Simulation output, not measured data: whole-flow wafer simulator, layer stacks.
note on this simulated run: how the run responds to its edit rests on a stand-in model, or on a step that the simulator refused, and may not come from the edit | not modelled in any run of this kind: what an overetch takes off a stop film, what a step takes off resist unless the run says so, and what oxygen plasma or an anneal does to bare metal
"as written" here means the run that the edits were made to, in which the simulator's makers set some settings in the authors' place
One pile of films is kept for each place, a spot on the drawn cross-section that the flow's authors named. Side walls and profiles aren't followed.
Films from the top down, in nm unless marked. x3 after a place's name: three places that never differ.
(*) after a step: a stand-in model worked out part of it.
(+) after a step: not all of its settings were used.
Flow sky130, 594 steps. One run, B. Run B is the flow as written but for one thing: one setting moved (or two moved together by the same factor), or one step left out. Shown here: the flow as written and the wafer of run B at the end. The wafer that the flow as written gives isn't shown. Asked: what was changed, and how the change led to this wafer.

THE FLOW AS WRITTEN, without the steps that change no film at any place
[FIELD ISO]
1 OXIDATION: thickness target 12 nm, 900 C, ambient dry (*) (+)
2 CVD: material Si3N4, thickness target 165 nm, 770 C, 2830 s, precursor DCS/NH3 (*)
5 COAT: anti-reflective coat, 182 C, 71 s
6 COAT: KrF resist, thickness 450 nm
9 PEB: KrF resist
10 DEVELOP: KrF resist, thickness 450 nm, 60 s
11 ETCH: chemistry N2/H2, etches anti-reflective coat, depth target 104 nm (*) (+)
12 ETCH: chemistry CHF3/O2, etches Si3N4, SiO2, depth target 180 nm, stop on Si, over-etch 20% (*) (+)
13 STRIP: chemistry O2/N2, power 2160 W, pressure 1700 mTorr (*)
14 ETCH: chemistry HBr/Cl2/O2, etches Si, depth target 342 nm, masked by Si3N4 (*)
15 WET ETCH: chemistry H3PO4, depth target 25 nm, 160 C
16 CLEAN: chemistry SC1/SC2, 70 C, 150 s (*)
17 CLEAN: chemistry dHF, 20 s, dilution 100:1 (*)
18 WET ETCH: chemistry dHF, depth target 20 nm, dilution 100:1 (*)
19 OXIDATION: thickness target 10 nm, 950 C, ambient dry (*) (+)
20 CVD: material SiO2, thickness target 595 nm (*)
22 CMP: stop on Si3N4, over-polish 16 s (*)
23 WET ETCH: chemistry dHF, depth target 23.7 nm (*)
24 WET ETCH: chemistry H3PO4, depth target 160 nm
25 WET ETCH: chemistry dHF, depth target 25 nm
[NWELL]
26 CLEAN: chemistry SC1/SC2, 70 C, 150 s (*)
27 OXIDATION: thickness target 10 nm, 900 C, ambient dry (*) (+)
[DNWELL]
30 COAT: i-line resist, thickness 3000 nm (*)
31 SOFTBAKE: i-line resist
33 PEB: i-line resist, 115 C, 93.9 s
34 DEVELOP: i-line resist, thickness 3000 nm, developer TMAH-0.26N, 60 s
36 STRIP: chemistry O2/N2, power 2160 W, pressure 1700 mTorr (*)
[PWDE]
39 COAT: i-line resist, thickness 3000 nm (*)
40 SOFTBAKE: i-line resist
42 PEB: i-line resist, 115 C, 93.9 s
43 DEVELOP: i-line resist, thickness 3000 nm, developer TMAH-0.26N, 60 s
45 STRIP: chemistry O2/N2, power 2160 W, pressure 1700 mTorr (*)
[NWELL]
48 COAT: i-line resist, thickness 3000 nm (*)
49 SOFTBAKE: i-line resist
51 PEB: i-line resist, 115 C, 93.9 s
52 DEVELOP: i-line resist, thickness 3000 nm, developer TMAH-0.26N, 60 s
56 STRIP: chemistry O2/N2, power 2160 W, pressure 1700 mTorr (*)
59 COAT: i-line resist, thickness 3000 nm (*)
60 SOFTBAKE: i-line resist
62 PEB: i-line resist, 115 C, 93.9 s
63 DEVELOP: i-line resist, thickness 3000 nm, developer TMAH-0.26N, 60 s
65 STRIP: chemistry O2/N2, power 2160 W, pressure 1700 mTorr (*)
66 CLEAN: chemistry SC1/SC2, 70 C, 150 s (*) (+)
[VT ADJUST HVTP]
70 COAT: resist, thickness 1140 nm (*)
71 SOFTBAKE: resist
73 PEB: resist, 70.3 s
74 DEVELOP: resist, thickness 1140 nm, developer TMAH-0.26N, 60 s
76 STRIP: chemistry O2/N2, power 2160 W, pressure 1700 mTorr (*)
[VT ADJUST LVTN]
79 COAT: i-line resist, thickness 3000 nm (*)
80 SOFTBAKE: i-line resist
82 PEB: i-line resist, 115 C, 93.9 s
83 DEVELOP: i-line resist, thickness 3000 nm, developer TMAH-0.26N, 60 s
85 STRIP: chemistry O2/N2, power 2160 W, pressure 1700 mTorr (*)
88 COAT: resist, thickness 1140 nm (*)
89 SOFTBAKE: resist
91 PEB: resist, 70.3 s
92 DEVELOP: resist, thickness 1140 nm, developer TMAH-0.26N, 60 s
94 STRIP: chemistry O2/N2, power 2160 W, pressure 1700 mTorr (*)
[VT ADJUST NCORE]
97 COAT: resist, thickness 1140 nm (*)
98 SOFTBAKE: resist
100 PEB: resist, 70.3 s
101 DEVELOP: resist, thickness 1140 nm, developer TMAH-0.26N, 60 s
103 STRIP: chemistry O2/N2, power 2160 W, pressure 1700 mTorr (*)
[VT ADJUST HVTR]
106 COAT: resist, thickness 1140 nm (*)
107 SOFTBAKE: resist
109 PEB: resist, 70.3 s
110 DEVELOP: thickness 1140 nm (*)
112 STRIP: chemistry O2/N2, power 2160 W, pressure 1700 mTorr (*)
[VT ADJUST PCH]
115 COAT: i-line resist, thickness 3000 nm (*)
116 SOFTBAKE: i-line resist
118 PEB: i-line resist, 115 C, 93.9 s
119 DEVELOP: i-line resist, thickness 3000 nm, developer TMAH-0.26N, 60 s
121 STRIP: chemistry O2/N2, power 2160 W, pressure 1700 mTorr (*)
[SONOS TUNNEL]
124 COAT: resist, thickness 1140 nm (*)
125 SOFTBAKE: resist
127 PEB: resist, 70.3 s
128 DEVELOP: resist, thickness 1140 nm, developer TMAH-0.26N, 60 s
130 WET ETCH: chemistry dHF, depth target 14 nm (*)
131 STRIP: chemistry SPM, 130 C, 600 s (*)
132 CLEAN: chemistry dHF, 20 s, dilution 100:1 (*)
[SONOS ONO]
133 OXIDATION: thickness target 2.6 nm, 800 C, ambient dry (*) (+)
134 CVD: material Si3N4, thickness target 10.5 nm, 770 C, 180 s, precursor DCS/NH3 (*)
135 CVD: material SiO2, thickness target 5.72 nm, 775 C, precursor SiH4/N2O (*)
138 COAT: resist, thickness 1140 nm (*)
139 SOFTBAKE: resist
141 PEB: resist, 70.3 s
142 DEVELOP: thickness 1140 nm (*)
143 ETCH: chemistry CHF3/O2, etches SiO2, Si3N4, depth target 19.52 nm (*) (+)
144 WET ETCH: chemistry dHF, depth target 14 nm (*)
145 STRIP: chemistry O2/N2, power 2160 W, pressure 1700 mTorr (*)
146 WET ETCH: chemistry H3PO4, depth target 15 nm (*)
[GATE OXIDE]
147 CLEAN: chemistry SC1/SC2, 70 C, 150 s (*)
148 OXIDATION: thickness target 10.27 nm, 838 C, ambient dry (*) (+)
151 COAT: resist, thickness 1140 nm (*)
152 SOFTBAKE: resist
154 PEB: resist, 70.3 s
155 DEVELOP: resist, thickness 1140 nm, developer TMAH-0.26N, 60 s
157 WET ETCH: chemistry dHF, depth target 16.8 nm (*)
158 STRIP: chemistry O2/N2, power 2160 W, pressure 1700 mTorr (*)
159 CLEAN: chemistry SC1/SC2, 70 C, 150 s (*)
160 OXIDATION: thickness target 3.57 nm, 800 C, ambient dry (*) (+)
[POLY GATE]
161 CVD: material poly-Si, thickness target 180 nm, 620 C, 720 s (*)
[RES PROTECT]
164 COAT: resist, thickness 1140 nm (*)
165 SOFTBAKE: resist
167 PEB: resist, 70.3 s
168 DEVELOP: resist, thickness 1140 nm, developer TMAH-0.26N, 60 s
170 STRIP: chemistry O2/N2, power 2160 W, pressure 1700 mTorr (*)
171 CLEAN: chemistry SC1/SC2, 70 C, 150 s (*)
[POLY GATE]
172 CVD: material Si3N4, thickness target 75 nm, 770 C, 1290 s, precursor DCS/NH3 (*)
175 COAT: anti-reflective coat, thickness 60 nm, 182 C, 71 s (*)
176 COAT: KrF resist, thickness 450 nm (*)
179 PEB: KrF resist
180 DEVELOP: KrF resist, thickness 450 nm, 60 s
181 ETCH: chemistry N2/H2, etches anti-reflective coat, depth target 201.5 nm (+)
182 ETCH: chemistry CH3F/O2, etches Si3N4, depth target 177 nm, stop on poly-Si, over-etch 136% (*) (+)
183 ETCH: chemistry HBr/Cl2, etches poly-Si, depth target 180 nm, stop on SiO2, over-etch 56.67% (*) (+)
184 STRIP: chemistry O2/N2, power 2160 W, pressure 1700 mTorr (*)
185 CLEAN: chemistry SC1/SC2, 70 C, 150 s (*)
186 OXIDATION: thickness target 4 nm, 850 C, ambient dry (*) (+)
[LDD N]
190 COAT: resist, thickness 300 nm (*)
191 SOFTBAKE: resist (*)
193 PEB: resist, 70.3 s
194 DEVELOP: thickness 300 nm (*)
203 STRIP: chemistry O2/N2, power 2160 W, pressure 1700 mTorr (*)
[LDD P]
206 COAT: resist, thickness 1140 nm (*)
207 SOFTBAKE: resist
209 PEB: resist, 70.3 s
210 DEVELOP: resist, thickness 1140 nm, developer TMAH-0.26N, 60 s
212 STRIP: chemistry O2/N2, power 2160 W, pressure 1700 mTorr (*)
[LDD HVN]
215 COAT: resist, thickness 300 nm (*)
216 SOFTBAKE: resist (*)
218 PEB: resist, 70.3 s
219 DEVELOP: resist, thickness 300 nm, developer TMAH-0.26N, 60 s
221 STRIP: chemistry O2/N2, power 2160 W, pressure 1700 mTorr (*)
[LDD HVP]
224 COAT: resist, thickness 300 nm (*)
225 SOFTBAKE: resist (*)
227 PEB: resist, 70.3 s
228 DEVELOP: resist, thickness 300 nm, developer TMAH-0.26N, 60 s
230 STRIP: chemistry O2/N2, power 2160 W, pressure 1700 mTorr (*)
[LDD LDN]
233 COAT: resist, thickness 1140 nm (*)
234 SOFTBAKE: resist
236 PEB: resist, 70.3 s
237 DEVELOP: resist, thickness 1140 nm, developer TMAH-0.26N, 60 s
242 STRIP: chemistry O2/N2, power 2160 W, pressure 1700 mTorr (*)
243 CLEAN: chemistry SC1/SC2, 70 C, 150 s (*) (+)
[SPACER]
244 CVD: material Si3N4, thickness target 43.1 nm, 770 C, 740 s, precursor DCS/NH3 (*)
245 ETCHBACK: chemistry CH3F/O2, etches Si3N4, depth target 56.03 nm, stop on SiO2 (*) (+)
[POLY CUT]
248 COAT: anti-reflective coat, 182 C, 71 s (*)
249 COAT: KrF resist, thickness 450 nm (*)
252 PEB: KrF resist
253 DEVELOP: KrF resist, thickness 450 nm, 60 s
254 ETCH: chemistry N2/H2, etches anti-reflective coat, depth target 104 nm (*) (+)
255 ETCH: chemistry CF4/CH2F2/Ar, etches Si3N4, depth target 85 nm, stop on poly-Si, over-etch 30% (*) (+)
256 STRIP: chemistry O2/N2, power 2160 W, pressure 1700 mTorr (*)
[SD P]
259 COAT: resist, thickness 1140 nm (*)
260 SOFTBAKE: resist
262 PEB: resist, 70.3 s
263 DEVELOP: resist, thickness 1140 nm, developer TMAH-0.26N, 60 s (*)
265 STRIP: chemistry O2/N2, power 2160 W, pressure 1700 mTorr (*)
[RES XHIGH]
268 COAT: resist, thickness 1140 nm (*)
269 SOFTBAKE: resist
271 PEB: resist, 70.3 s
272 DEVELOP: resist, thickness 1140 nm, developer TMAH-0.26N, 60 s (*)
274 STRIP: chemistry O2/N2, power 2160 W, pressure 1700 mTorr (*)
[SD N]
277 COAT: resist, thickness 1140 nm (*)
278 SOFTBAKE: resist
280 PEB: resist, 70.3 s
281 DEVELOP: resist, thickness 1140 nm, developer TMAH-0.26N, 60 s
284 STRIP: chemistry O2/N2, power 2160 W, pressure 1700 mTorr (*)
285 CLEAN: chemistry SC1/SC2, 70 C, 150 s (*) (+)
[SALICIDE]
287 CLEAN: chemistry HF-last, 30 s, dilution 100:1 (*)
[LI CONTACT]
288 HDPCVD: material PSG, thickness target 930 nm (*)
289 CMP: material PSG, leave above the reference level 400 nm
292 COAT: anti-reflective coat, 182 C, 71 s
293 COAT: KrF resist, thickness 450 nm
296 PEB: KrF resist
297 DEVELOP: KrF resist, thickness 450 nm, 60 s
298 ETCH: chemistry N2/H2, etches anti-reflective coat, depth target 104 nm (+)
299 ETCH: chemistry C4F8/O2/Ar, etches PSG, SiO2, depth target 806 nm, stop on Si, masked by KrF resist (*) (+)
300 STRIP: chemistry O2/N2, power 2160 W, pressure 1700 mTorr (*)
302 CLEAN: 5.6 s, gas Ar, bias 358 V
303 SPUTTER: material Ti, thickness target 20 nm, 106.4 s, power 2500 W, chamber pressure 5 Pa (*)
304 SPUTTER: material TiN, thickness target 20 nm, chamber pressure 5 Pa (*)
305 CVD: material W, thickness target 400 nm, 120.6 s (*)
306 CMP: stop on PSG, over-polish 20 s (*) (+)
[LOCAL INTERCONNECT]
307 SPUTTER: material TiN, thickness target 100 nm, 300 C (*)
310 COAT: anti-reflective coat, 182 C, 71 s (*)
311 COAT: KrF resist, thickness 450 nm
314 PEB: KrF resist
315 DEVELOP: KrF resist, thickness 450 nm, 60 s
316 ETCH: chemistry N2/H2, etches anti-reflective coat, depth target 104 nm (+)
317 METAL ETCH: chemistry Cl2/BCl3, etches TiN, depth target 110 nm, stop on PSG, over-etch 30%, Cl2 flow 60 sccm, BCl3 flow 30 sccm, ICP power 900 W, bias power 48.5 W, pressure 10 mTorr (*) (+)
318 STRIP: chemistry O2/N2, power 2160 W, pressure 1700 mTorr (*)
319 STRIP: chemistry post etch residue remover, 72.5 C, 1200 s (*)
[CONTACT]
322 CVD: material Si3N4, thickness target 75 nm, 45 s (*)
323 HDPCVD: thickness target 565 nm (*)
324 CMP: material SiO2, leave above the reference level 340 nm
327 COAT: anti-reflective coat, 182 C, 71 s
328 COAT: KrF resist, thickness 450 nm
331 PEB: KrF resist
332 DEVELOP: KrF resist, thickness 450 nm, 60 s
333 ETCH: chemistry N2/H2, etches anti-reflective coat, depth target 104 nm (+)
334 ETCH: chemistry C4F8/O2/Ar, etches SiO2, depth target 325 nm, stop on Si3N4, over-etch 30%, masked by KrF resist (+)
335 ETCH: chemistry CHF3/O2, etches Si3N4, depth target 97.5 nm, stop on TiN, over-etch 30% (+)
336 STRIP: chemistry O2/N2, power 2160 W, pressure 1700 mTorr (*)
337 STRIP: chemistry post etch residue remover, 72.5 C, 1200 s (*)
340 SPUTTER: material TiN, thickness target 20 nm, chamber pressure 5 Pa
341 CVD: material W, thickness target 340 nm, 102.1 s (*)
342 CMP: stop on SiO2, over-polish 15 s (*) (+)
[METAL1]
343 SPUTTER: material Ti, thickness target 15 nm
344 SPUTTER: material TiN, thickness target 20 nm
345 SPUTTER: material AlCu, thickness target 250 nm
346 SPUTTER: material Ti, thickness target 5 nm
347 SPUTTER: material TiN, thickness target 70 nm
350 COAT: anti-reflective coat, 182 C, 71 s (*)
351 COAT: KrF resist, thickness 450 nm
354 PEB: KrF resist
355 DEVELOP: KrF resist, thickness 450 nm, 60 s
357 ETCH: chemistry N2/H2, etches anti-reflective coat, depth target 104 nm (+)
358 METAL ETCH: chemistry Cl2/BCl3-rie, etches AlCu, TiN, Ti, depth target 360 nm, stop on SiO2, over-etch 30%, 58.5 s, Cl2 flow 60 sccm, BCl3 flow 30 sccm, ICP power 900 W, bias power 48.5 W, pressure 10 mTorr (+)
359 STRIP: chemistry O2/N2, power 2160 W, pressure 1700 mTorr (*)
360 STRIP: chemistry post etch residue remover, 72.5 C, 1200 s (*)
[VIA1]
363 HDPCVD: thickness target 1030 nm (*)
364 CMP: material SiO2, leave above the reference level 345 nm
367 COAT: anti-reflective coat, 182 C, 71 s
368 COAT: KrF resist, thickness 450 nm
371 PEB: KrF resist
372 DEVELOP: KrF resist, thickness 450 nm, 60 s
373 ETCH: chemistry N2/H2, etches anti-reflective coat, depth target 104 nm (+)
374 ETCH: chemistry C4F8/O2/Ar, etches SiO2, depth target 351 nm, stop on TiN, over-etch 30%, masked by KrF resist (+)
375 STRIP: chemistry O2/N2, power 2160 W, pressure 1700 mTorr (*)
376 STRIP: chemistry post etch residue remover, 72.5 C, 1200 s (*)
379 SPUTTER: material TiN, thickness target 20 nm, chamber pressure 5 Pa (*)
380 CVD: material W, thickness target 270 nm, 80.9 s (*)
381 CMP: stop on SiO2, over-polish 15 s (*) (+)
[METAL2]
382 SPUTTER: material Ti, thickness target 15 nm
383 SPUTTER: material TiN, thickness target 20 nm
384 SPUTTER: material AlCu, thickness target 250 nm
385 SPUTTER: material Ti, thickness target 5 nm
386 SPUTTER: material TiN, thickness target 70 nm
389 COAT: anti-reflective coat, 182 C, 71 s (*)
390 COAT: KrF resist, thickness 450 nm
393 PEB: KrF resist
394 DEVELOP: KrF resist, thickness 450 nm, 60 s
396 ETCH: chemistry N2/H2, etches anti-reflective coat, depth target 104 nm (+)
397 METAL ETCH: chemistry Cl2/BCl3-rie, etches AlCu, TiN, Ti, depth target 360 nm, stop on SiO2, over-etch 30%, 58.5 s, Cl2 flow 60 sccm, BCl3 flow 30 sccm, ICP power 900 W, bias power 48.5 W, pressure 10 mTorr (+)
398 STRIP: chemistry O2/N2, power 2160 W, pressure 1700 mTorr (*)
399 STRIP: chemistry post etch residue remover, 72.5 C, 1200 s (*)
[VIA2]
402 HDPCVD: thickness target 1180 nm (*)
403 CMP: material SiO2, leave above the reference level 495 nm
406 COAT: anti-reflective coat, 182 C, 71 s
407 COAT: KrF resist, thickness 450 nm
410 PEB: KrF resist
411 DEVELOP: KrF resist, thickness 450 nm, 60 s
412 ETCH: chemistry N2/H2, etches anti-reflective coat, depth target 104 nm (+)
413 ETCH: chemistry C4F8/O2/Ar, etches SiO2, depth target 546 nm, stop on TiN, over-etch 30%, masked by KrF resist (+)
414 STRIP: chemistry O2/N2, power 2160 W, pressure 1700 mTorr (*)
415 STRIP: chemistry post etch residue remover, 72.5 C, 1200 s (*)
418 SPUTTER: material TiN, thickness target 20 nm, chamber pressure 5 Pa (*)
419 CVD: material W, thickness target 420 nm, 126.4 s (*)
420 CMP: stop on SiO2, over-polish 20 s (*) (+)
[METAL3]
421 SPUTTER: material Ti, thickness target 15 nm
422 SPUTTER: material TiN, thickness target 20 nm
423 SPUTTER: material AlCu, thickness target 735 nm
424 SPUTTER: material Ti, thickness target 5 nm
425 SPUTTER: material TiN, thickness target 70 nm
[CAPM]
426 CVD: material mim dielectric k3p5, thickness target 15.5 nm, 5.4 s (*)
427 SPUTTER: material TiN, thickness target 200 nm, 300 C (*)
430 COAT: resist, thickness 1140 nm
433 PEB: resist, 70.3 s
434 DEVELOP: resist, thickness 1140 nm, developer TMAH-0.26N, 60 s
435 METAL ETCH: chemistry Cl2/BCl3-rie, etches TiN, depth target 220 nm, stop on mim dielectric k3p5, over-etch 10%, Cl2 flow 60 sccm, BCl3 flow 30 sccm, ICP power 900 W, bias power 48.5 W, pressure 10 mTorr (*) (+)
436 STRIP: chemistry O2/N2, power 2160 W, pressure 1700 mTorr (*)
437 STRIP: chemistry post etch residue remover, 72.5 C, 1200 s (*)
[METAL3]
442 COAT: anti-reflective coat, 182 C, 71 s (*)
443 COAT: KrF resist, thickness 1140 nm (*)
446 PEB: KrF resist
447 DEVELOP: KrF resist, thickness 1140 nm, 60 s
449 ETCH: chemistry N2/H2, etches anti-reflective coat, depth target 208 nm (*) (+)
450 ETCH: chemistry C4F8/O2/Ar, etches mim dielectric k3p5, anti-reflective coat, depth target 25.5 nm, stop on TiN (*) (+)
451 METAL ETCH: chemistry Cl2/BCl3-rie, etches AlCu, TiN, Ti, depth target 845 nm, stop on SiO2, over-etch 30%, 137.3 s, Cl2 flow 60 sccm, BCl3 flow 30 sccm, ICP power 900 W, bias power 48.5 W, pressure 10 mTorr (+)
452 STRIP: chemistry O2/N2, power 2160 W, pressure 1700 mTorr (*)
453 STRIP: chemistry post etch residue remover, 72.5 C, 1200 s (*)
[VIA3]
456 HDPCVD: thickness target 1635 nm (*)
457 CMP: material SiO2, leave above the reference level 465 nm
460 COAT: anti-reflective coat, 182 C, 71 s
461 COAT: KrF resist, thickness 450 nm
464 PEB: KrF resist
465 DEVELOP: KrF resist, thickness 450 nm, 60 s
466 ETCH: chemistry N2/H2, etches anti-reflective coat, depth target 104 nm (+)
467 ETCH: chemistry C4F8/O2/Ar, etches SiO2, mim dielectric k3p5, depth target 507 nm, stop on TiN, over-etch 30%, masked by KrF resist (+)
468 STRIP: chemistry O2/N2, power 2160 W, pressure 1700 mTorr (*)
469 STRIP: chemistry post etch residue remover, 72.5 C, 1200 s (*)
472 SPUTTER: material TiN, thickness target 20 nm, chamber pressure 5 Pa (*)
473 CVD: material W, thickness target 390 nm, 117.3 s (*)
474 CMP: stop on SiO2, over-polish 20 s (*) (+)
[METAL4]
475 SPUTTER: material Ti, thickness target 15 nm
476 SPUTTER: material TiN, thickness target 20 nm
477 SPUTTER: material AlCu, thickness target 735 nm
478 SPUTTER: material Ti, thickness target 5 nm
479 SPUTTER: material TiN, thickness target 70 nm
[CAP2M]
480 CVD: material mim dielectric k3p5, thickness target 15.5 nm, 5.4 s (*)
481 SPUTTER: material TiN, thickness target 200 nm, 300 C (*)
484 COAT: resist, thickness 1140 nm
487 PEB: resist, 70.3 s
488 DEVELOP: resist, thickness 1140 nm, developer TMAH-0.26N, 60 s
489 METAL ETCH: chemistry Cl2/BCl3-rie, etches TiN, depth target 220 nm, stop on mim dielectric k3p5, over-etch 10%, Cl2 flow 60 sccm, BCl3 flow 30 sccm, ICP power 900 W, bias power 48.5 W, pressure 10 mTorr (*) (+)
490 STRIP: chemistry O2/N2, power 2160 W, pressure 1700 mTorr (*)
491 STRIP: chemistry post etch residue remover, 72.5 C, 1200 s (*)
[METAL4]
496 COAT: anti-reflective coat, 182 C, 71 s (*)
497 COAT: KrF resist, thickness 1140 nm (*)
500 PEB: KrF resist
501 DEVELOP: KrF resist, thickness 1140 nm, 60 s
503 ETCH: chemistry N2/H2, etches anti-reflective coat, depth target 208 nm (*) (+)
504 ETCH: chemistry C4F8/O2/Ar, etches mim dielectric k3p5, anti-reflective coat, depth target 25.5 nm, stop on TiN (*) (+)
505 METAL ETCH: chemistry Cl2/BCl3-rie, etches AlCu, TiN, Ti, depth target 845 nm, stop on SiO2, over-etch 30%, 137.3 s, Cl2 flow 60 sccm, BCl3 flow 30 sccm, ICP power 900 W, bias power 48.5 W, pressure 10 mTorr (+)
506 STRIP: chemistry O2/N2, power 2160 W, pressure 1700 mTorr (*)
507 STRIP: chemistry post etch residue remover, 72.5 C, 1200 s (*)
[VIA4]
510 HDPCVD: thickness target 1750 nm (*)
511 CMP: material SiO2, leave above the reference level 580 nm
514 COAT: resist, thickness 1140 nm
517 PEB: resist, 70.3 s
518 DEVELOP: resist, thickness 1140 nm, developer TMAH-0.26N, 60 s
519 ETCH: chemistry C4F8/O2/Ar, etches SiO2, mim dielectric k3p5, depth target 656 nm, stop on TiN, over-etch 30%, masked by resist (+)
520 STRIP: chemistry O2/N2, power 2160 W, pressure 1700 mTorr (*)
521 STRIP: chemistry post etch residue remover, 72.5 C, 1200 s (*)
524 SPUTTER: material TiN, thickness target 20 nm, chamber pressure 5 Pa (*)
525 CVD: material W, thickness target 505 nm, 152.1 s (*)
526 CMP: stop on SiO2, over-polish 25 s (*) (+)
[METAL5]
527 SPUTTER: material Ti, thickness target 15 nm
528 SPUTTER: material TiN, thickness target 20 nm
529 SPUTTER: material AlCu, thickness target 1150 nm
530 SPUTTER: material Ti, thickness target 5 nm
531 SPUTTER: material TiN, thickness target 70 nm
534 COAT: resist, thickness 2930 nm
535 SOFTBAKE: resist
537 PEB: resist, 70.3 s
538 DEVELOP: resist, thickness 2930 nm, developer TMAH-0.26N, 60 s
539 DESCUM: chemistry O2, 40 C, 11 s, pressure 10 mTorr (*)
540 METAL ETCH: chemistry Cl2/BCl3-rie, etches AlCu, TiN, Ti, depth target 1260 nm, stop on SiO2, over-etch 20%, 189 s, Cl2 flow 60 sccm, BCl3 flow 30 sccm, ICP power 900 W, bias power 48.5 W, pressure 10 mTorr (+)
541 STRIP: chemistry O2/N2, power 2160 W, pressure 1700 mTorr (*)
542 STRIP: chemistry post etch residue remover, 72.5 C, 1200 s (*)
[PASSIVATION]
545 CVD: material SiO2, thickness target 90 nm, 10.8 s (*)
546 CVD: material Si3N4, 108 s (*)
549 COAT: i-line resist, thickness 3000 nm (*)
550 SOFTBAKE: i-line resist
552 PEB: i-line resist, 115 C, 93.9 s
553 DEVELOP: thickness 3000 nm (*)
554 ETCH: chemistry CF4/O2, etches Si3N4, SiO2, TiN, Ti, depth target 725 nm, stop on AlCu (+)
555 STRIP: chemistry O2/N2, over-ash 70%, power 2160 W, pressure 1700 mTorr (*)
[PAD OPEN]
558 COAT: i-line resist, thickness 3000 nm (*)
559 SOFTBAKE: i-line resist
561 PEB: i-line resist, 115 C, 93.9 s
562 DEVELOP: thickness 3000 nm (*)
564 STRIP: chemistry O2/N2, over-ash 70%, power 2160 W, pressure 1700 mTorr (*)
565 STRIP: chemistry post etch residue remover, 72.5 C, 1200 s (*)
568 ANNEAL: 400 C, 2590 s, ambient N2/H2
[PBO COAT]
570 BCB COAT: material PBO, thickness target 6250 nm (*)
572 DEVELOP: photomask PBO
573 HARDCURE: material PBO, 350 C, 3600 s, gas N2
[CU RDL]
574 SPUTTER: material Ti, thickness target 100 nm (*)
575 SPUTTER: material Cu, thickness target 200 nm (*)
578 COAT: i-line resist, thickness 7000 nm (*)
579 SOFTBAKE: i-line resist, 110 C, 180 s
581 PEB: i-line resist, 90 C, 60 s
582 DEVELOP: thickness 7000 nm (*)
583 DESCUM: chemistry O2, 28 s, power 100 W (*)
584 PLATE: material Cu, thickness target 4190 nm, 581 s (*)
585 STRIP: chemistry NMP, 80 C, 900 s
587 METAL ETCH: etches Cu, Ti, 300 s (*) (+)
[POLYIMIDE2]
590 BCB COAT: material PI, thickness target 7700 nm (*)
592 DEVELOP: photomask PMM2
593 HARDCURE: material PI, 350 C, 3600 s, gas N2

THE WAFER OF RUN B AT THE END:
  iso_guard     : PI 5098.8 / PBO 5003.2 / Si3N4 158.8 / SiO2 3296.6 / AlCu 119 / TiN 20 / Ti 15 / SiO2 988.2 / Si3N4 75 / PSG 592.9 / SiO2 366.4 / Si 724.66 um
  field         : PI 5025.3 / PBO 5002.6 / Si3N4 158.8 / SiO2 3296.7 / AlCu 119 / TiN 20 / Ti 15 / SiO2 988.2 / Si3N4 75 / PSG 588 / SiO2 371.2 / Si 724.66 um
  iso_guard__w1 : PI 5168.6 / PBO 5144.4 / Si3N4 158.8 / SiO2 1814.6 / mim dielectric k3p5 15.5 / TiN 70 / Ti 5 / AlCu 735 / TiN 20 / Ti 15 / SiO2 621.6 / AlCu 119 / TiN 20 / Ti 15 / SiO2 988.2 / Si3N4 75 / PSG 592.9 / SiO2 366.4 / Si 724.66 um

The cause: step 397, METAL ETCH: depth target 153 nm was run, where the flow has depth target 360 nm; step 397, METAL ETCH: 24.9 s was run, where the flow has 58.5 s.

How the change led to this, step by step:
  397 METAL ETCH: chemistry Cl2/BCl3-rie, etches AlCu, TiN, Ti, depth target 360 nm, stop on SiO2, over-etch 30%, 58.5 s, Cl2 flow 60 sccm, BCl3 flow 30 sccm, ICP power 900 W, bias power 48.5 W, pressure 10 mTorr (+)
      field, active, gate and 82 more: TiN -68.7 (all of it), Ti -5 (all of it), AlCu -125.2 (as written it would be: TiN -68.7 (all of it), Ti -5 (all of it), AlCu -250 (all of it), TiN -20 (all of it), Ti -15 (all of it), SiO2 -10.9)
      n_well, p_well, gate_hv and 99 more: KrF resist -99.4 (as written it would be: KrF resist -234)
      (and at 4 more places)
  398 STRIP: chemistry O2/N2, power 2160 W, pressure 1700 mTorr (*)
      gate_hv, mim, dice_street and 96 more: KrF resist -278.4 (all of it), anti-reflective coat -80 (all of it) (as written it would be: KrF resist -143.8 (all of it), anti-reflective coat -80 (all of it))
      n_well, p_well, sd_n, sd_p, pad: KrF resist -278.3 (all of it), anti-reflective coat -80 (all of it) (as written it would be: KrF resist -143.8 (all of it), anti-reflective coat -80 (all of it))
      (and at 2 more places)
  399 STRIP: chemistry post etch residue remover, 72.5 C, 1200 s (*)
      field, active, gate and 82 more: AlCu -5.72 (as written it would be: nothing)
  402 HDPCVD: thickness target 1180 nm (*)
      field, active, gate and 82 more: SiO2 +1180 (new film) (as written it would be: SiO2 +1180)
  403 CMP: material SiO2, leave above the reference level 495 nm
      field, active, gate and 82 more: SiO2 -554 (as written it would be: SiO2 -389.1)
Counting metal films that touch as one body, iso_guard has 1 body; the flow as written gives 0 bodies.
Counting metal films that touch as one body, field has 1 body; the flow as written gives 0 bodies.
Counting metal films that touch as one body, iso_guard__w1 has 2 bodies (between them, from the top down: SiO2 621.6); the flow as written gives 1 body.
